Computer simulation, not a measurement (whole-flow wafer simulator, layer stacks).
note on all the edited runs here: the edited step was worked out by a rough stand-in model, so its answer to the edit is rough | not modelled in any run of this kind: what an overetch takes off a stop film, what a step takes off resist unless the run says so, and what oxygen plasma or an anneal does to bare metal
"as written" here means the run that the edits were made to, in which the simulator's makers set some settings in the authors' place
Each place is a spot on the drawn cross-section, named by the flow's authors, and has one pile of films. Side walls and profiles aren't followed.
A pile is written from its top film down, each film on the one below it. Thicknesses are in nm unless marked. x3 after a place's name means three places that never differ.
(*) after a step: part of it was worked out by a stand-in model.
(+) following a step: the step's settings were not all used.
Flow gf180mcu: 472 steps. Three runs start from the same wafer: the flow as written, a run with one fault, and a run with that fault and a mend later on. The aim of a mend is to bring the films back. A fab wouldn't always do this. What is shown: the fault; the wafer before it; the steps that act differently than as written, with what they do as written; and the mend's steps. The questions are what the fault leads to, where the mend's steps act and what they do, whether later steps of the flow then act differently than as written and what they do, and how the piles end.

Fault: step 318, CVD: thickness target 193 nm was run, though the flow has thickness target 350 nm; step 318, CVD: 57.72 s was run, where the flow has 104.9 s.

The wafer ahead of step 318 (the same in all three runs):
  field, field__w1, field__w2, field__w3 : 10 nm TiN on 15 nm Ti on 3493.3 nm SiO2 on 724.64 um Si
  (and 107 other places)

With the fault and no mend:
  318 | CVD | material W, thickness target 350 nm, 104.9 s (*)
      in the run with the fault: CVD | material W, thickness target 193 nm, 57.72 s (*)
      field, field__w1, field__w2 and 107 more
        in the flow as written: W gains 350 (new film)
        in the run with the fault: W gains 193.8 (new film)
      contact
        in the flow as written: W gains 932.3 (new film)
        in the run with the fault: W gains 776.1 (new film)
  Steps further on in the flow that do not act as written:
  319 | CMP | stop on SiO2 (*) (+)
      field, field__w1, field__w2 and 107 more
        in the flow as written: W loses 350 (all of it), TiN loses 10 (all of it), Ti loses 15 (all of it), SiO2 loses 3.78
        in the run with the fault: W loses 193.8 (all of it), TiN loses 10 (all of it), Ti loses 15 (all of it), SiO2 loses 2.21
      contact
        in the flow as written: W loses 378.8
        in the run with the fault: W loses 221
  When the end is reached, the piles differ only a little from the flow's at the places that both follow, at most by 2% or 0.5 nm, whichever is larger.

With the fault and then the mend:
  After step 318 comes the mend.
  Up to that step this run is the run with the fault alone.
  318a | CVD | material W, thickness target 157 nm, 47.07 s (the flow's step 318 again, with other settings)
      field, field__w1, field__w2 and 108 more
        W gains 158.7
  Later steps of the flow that are run all act as written at every place that is followed, up to a difference of at most 2% or 0.5 nm, whichever is larger.
  When the end is reached, the piles differ only a little from the flow's at the places that both follow, at most by 2% or 0.5 nm, whichever is larger.
